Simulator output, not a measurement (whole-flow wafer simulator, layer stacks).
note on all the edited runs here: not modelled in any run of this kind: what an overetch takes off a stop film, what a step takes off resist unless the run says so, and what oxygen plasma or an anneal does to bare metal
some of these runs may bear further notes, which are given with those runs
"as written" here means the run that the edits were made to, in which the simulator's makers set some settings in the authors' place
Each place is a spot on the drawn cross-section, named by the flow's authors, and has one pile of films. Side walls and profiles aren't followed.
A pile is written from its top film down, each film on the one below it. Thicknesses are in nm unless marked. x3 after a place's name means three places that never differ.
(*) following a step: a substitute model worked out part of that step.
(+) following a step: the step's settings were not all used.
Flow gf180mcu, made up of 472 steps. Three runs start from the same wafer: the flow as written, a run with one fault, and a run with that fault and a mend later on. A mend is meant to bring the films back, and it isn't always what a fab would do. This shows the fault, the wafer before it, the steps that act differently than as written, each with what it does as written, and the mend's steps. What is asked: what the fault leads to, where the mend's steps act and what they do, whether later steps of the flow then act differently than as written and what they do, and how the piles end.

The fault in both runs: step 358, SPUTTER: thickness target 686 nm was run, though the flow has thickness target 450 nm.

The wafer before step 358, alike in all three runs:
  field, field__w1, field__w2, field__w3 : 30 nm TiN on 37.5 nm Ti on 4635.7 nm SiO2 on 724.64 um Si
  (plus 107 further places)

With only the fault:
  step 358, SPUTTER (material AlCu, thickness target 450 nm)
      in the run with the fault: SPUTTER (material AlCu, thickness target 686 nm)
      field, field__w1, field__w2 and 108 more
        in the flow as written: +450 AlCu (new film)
        in the run with the fault: +686 AlCu (new film)
  Later steps of the flow acting differently than as written:
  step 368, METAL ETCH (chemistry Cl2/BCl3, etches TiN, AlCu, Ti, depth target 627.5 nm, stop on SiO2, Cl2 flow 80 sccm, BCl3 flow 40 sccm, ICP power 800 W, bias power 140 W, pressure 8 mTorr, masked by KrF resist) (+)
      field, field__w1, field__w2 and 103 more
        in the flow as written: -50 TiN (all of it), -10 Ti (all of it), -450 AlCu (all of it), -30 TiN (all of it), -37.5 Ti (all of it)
        in the run with the fault: -50 TiN (all of it), -10 Ti (all of it), -567.5 AlCu
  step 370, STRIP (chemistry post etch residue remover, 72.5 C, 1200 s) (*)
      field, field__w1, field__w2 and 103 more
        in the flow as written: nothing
        in the run with the fault: -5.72 AlCu
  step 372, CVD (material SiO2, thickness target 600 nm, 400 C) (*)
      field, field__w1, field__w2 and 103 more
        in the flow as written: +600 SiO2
        in the run with the fault: +600 SiO2 (new film)
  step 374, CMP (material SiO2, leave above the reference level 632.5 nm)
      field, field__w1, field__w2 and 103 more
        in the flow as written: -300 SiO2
        in the run with the fault: -244.3 SiO2
  At field, field__w1, field__w2 and 109 more, the piles at the end differ from the flow's by more than 2% or 0.5 nm, whichever is larger.
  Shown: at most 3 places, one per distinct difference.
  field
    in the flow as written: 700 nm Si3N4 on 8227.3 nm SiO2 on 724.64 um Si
    in the run with the fault: 700 nm Si3N4 on 3647.3 nm SiO2 on 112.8 nm AlCu on 30 nm TiN on 37.5 nm Ti on 4635.7 nm SiO2 on 724.64 um Si
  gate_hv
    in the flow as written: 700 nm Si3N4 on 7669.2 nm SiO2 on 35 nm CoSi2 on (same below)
    in the run with the fault: 700 nm Si3N4 on 3647.3 nm SiO2 on 112.8 nm AlCu on 30 nm TiN on 37.5 nm Ti on 4077.6 nm SiO2 on 35 nm CoSi2 on (same below)
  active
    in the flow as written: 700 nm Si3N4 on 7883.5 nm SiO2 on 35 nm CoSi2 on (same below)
    in the run with the fault: 700 nm Si3N4 on 3647.3 nm SiO2 on 112.8 nm AlCu on 30 nm TiN on 37.5 nm Ti on 4291.9 nm SiO2 on 35 nm CoSi2 on (same below)

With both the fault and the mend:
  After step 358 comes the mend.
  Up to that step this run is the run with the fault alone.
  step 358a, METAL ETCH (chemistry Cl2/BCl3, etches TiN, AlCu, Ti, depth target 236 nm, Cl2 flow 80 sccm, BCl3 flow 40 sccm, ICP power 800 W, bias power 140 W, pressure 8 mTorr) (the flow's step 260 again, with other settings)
      field, field__w1, field__w2 and 108 more
        -236 AlCu
  Later steps of the flow that are run all act as written at every place that is followed.
  The piles end the same as the flow's at every place that both follow.
